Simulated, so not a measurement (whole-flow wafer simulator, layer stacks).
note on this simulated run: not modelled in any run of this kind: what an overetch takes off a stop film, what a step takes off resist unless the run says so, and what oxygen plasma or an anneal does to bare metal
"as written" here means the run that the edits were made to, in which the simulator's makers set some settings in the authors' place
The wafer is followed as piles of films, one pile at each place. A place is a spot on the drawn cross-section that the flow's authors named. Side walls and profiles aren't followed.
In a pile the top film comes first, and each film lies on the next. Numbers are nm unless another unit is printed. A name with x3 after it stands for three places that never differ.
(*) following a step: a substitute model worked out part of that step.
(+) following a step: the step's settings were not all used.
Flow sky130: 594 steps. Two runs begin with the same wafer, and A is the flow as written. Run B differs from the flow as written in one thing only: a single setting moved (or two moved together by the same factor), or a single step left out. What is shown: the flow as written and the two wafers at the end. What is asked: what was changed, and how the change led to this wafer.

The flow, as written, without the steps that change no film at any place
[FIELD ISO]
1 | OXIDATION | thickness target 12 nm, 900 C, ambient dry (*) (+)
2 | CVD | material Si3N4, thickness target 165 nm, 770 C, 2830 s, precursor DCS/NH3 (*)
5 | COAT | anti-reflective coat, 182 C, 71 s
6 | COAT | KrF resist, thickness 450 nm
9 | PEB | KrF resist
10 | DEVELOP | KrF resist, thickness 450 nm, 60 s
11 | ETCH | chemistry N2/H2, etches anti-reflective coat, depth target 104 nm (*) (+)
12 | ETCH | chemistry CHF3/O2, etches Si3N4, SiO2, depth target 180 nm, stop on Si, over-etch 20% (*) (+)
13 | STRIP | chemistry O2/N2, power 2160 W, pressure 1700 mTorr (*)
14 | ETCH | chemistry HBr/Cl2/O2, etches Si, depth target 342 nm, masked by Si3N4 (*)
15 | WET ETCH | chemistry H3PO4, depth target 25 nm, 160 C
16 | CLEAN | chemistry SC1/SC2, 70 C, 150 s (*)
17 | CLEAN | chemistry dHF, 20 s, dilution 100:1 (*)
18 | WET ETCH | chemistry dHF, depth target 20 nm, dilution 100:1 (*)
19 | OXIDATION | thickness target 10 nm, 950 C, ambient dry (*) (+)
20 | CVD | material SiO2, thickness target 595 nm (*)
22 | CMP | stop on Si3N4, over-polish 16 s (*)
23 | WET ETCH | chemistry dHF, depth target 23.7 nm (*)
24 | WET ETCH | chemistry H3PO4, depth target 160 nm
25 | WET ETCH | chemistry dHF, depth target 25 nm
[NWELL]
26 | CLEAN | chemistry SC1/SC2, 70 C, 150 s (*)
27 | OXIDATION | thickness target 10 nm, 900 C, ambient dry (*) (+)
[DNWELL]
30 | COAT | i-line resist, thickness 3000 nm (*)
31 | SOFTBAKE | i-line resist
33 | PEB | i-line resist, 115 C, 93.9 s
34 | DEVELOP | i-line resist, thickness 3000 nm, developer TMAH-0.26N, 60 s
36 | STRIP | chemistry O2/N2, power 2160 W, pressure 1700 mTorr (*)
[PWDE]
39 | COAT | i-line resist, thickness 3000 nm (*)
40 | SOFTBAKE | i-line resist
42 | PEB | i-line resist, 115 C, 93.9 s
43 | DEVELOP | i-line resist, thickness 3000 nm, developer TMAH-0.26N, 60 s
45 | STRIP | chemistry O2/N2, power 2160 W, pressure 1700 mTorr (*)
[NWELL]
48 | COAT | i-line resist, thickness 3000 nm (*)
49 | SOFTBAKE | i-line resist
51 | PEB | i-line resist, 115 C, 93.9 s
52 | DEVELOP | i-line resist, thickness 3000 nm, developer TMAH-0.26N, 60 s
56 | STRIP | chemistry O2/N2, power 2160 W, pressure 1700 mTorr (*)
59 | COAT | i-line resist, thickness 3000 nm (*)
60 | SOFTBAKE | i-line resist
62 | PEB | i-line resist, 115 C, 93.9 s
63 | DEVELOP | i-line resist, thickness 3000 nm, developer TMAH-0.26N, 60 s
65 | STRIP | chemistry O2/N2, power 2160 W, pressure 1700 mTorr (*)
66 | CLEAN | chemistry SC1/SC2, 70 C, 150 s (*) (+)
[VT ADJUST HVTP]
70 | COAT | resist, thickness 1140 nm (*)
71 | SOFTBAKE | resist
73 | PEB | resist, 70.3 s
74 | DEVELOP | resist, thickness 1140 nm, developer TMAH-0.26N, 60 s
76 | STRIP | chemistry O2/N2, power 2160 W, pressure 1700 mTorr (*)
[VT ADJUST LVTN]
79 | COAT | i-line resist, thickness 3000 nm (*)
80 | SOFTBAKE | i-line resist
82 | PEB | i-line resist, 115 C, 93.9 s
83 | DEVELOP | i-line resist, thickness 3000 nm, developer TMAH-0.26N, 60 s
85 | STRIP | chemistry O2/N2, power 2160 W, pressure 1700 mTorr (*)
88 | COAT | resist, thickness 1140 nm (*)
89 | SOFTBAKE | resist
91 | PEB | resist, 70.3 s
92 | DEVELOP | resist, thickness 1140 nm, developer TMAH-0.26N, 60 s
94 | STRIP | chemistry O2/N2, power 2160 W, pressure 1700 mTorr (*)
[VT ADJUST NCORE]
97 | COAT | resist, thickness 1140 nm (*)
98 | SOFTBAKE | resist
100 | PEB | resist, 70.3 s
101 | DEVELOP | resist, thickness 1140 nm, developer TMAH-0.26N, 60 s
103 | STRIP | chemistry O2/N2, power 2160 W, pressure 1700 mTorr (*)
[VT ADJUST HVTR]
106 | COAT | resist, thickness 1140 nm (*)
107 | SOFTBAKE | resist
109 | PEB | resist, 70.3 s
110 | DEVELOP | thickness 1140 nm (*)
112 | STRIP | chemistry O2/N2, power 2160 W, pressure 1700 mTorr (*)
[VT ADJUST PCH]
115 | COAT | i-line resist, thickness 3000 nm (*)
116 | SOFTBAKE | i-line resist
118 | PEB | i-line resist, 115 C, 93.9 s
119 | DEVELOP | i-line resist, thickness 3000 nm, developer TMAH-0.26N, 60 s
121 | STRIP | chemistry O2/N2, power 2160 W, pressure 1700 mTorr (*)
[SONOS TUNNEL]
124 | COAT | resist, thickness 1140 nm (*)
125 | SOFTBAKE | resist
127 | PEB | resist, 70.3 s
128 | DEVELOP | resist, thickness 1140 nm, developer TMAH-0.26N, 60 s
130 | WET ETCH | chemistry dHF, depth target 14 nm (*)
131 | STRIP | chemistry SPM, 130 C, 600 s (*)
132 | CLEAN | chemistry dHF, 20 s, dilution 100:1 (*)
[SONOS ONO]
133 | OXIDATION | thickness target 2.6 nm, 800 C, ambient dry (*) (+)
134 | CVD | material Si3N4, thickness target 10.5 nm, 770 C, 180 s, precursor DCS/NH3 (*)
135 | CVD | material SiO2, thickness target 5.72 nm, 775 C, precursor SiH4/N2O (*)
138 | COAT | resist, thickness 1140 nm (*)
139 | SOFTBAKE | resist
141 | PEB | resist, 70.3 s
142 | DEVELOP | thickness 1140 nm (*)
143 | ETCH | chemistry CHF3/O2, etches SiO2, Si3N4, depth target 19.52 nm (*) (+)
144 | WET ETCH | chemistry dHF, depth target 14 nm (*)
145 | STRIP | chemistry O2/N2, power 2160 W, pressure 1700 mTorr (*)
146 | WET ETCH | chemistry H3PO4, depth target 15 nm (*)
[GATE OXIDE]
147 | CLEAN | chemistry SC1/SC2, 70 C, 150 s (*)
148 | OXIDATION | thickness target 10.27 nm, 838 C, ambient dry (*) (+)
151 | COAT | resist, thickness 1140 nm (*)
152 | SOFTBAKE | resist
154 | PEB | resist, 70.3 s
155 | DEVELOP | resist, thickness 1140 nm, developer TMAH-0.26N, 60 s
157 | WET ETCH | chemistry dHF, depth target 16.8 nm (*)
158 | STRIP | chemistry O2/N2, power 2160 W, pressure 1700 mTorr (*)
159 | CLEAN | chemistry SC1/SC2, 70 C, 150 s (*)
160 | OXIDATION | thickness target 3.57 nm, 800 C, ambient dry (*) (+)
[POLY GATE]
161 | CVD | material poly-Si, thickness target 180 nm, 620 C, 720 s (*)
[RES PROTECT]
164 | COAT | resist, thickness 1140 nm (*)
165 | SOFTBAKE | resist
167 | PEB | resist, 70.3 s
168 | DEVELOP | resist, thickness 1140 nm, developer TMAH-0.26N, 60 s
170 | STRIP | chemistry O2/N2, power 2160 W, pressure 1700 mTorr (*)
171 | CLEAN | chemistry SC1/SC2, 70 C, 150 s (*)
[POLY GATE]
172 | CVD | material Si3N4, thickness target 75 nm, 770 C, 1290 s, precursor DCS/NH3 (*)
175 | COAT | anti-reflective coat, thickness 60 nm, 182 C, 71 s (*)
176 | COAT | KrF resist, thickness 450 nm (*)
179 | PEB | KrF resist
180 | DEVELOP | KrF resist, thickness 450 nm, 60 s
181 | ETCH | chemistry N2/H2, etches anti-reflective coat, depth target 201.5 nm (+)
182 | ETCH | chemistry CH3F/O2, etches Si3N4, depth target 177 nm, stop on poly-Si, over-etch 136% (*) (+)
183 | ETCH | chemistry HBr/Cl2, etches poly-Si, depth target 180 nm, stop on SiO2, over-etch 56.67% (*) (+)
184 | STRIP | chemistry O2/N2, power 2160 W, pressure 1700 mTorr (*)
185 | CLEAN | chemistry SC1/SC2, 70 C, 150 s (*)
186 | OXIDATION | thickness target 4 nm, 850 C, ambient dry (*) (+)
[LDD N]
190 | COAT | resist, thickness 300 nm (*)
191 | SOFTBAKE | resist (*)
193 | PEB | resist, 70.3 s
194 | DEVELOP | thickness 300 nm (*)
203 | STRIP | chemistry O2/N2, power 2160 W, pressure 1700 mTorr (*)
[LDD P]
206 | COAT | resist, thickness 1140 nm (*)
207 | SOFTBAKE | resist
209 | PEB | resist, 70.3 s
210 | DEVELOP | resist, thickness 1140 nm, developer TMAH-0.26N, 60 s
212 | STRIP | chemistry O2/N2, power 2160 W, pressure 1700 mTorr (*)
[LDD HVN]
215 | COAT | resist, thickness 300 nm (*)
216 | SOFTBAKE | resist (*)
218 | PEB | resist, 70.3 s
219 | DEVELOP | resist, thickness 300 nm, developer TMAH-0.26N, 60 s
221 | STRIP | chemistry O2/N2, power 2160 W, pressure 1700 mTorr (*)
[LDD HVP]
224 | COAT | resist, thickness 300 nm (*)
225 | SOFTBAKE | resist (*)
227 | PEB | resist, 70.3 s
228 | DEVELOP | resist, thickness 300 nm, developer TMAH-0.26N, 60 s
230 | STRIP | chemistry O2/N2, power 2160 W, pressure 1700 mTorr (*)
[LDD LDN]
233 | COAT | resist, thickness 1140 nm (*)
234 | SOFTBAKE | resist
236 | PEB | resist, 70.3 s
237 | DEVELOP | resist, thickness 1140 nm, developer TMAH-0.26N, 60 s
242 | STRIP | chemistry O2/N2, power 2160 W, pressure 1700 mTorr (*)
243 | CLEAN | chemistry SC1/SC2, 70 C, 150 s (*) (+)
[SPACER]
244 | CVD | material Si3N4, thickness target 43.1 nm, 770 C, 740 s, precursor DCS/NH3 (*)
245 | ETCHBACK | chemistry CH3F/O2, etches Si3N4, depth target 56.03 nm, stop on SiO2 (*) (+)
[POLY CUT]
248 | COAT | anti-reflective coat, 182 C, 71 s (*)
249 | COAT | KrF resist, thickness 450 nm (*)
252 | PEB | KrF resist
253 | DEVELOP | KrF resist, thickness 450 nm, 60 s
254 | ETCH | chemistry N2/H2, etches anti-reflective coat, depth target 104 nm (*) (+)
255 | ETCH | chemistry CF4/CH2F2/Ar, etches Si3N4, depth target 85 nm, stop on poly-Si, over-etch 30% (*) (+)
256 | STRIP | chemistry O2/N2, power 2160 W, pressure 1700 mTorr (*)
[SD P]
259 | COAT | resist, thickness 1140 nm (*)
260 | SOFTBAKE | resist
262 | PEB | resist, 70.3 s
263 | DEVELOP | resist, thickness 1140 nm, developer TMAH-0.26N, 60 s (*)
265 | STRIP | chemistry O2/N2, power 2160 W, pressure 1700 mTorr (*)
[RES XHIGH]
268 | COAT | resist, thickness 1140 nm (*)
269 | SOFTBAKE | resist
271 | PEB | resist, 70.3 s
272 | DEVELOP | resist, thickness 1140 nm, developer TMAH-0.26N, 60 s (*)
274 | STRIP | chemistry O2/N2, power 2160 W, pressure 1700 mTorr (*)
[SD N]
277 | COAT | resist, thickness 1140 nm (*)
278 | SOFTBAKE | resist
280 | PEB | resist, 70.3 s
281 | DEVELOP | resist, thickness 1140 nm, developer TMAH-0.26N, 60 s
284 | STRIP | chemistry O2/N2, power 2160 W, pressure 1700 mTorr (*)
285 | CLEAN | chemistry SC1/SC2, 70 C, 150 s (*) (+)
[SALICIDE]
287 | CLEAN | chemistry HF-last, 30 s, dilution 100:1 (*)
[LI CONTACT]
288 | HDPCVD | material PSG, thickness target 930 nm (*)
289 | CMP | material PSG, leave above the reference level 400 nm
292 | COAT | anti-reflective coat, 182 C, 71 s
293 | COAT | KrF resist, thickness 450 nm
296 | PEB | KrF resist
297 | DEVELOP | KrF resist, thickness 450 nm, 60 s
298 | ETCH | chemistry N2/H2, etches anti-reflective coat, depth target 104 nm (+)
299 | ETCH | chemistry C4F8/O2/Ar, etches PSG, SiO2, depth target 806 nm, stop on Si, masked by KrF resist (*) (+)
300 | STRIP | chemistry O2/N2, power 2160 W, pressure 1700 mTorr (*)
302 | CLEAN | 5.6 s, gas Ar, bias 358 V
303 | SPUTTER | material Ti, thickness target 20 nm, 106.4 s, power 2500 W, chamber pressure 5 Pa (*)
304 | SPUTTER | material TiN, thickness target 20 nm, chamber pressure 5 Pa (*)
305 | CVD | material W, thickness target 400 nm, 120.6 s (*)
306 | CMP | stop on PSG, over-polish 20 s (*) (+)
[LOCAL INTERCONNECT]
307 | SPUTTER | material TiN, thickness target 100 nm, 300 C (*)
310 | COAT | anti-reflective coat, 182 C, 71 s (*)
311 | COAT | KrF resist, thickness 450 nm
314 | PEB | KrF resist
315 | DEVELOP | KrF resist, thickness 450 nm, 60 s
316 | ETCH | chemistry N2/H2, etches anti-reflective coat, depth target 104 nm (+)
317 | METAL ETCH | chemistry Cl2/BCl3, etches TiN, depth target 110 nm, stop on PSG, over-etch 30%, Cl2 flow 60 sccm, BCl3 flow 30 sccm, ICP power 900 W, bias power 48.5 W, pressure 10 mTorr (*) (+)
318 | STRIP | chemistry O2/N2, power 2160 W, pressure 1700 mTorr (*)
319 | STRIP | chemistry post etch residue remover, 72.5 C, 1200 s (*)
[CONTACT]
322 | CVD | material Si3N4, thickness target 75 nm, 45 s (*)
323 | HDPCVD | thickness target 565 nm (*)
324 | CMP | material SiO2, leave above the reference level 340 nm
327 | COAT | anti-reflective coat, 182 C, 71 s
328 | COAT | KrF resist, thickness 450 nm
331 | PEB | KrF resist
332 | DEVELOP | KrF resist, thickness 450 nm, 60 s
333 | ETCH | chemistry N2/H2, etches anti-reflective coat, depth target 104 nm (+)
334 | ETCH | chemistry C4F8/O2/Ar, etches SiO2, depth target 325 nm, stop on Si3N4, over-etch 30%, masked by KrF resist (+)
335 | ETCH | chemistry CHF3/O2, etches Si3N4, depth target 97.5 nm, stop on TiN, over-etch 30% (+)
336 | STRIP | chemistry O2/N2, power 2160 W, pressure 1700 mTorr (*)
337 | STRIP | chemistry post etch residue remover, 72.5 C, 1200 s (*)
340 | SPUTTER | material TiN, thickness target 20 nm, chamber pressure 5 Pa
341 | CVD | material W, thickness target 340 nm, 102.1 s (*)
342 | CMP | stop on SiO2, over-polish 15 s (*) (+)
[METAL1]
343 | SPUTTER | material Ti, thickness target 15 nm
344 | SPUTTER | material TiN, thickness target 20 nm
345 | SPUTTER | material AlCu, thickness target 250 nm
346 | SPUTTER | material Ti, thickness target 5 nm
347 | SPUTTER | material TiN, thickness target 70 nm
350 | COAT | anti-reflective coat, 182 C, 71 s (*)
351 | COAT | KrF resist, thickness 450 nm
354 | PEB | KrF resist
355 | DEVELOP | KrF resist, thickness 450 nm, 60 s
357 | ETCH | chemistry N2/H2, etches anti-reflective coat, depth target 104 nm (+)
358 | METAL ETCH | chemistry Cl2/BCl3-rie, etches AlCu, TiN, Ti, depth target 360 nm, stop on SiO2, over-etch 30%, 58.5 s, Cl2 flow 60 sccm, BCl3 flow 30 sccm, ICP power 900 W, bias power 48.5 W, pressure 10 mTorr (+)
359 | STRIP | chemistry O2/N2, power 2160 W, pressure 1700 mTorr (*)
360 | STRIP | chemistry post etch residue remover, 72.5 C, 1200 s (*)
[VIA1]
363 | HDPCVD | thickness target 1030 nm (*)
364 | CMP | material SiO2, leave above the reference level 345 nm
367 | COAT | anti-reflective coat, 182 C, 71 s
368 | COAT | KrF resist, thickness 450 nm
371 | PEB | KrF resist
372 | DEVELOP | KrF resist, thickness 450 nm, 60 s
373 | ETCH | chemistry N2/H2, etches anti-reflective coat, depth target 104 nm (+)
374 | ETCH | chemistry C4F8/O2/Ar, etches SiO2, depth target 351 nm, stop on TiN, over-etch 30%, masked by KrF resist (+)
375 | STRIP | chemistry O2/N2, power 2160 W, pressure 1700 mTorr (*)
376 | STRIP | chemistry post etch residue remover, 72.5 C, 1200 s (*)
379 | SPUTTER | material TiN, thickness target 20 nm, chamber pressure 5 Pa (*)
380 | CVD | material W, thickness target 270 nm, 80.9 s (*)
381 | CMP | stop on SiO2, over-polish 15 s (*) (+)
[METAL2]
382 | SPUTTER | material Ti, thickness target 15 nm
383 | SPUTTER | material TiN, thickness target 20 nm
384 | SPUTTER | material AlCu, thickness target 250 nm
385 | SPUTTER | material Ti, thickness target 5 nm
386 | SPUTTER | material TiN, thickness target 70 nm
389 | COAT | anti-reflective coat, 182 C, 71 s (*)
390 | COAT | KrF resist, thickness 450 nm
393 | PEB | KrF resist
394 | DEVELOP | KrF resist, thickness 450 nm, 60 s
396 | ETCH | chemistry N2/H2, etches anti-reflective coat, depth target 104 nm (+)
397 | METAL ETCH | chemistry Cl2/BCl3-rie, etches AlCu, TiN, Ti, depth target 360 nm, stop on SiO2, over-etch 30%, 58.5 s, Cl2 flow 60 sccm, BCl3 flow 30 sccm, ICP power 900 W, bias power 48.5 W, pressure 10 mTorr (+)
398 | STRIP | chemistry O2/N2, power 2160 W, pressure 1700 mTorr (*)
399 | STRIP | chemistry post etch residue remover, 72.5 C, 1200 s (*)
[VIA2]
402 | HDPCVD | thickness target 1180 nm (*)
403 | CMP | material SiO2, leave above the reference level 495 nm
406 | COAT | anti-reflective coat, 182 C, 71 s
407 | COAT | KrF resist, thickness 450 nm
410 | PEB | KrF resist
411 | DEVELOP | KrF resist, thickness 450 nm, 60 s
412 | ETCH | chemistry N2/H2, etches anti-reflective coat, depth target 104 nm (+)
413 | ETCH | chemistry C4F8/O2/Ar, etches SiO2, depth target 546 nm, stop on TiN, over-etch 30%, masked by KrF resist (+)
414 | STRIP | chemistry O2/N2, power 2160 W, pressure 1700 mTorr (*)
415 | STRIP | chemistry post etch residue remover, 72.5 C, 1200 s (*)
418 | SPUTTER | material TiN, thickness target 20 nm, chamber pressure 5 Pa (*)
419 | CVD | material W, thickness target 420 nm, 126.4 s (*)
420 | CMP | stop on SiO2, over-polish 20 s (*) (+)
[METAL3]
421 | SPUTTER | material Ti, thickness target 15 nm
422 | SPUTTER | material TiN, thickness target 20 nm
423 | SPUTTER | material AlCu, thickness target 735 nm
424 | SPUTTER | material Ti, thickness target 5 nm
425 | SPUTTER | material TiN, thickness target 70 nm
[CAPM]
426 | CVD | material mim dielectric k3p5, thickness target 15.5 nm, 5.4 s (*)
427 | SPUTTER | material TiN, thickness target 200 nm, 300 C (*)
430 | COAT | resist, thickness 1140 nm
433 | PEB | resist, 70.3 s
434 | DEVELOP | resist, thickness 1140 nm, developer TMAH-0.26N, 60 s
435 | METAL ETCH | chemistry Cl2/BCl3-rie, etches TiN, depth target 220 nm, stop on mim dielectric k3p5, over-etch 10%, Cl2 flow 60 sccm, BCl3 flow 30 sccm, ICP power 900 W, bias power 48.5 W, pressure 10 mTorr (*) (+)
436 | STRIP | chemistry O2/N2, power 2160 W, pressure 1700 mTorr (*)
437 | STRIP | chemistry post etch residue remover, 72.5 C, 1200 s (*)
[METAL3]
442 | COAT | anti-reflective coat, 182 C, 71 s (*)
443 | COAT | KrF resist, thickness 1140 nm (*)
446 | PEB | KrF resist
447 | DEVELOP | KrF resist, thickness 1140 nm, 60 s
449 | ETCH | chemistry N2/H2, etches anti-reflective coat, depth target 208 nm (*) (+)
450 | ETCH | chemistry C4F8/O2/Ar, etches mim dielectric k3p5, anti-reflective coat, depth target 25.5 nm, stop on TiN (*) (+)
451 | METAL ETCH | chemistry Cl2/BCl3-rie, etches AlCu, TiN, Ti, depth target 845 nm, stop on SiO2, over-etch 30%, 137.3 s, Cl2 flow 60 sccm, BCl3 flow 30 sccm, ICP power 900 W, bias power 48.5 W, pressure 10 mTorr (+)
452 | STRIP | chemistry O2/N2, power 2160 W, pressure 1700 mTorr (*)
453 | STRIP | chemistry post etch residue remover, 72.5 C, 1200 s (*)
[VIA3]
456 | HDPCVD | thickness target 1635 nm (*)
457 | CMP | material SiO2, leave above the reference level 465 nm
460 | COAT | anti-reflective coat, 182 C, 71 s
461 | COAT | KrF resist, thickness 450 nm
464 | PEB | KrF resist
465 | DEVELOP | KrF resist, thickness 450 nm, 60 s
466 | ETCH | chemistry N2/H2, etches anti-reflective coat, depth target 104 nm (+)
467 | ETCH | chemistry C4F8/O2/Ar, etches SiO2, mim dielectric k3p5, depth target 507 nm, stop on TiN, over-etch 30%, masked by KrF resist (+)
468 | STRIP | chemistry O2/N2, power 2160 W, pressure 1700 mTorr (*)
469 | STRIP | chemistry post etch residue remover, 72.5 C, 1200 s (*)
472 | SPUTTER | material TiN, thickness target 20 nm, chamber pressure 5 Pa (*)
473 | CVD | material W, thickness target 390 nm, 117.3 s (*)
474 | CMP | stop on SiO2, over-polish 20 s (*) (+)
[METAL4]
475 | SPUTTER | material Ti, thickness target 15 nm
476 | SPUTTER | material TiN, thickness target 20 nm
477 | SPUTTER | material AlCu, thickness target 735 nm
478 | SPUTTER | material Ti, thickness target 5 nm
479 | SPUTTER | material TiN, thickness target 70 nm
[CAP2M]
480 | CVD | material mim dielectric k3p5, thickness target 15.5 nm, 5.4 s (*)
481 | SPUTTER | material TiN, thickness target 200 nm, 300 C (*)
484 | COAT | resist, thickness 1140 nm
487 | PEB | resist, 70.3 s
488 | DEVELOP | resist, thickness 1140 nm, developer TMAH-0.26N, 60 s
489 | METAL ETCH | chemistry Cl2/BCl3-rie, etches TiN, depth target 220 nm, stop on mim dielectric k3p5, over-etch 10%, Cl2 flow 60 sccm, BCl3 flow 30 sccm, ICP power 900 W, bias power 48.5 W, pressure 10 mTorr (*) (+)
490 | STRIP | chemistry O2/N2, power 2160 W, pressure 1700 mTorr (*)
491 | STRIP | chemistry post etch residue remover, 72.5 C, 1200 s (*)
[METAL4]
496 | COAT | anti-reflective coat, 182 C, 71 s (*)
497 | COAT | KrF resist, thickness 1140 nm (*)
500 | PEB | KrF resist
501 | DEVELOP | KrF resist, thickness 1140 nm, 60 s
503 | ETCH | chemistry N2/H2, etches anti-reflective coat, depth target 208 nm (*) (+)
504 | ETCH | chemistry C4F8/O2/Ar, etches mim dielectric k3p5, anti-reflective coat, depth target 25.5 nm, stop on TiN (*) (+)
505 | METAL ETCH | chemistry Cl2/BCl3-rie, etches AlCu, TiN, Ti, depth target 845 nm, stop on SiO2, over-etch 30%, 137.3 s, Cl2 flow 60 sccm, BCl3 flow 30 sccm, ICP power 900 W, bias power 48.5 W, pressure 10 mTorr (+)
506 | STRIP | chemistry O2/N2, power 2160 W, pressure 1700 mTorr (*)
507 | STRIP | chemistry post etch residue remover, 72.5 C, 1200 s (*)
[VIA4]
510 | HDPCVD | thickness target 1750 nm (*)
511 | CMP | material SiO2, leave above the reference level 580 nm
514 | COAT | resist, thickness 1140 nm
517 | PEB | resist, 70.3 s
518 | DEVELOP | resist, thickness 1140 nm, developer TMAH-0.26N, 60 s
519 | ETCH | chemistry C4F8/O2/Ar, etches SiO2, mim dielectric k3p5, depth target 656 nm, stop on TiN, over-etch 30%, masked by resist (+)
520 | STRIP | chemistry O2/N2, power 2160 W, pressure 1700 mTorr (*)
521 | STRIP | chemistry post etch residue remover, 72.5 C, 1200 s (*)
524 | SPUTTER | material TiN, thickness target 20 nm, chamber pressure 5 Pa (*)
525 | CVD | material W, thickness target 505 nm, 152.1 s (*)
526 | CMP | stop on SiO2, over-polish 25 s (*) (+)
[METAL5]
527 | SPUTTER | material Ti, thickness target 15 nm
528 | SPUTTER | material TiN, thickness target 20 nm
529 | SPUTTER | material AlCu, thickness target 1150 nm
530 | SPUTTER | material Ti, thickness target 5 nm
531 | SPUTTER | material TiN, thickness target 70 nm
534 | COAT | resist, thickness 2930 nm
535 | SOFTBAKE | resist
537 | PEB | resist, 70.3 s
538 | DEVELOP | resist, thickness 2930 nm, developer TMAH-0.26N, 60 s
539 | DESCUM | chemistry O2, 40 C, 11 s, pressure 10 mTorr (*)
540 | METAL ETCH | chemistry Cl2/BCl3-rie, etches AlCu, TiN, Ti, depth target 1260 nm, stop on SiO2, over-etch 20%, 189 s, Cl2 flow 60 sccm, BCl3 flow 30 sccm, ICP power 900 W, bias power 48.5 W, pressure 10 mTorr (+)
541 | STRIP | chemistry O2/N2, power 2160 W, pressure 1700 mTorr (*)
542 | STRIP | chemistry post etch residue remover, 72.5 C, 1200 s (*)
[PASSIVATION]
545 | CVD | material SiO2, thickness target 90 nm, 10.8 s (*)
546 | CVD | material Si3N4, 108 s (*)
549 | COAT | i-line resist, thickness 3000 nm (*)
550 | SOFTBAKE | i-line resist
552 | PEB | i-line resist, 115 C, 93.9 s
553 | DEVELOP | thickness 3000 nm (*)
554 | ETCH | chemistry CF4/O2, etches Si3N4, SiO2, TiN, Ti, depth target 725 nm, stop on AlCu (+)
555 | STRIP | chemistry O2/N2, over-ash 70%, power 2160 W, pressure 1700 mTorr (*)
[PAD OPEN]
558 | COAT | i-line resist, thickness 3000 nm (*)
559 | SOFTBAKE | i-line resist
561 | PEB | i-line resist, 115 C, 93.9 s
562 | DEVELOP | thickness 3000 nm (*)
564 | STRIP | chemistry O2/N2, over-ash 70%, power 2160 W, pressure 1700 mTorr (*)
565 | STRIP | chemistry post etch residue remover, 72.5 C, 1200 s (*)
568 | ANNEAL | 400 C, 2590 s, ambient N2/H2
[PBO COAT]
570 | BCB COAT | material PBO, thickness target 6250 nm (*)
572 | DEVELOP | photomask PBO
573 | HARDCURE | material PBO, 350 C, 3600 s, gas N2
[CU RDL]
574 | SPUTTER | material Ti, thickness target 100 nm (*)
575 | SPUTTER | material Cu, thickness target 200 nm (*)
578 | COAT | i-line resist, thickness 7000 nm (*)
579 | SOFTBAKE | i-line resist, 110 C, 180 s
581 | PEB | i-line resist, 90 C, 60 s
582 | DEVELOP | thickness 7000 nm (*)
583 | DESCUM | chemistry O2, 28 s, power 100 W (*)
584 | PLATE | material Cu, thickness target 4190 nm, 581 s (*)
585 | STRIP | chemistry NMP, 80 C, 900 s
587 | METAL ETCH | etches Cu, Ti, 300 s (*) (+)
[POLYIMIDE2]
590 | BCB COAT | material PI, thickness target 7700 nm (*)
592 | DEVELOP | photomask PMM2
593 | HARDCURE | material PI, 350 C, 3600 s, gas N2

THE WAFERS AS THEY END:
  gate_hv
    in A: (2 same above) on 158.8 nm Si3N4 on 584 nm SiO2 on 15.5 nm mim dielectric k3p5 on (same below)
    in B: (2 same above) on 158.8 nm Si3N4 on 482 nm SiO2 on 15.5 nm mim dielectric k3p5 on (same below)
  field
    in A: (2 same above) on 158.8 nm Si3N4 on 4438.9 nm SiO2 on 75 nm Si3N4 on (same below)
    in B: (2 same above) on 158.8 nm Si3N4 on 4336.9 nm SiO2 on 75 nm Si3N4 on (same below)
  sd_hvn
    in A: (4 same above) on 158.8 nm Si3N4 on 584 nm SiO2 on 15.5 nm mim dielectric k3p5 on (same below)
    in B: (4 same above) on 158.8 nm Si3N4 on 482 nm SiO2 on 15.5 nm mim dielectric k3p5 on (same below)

Cause: step 511, CMP: leave above the reference level 478 nm was run, whereas the flow has leave above the reference level 580 nm.

How this came from the change, step by step:
  511 | CMP | material SiO2, leave above the reference level 580 nm
      n_well, p_well, gate_hv and 99 more: A -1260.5 SiO2 | B -1362.5 SiO2
      field, active, gate and 77 more: A -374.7 SiO2 | B -476.7 SiO2
      (and at 11 other places as well)
  519 | ETCH | chemistry C4F8/O2/Ar, etches SiO2, mim dielectric k3p5, depth target 656 nm, stop on TiN, over-etch 30%, masked by resist (+)
      field, active, n_well and 188 more: A -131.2 resist | B -104.9 resist
      m1: A -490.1 SiO2 (all of it), -15.5 mim dielectric k3p5 (all of it) | B -388.1 SiO2 (all of it), -15.5 mim dielectric k3p5 (all of it)
      (and at 1 other place as well)
  520 | STRIP | chemistry O2/N2, power 2160 W, pressure 1700 mTorr (*)
      field, active, n_well and 188 more: A -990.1 resist (all of it) | B -1016.3 resist (all of it)
  524 | SPUTTER | material TiN, thickness target 20 nm, chamber pressure 5 Pa (*)
      m1, via4_hole: A +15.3 TiN | B +16 TiN
  525 | CVD | material W, thickness target 505 nm, 152.1 s (*)
      m1: A +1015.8 W (new film) | B +913.1 W (new film)
      via4_hole: A +1015.2 W (new film) | B +912.4 W (new film)
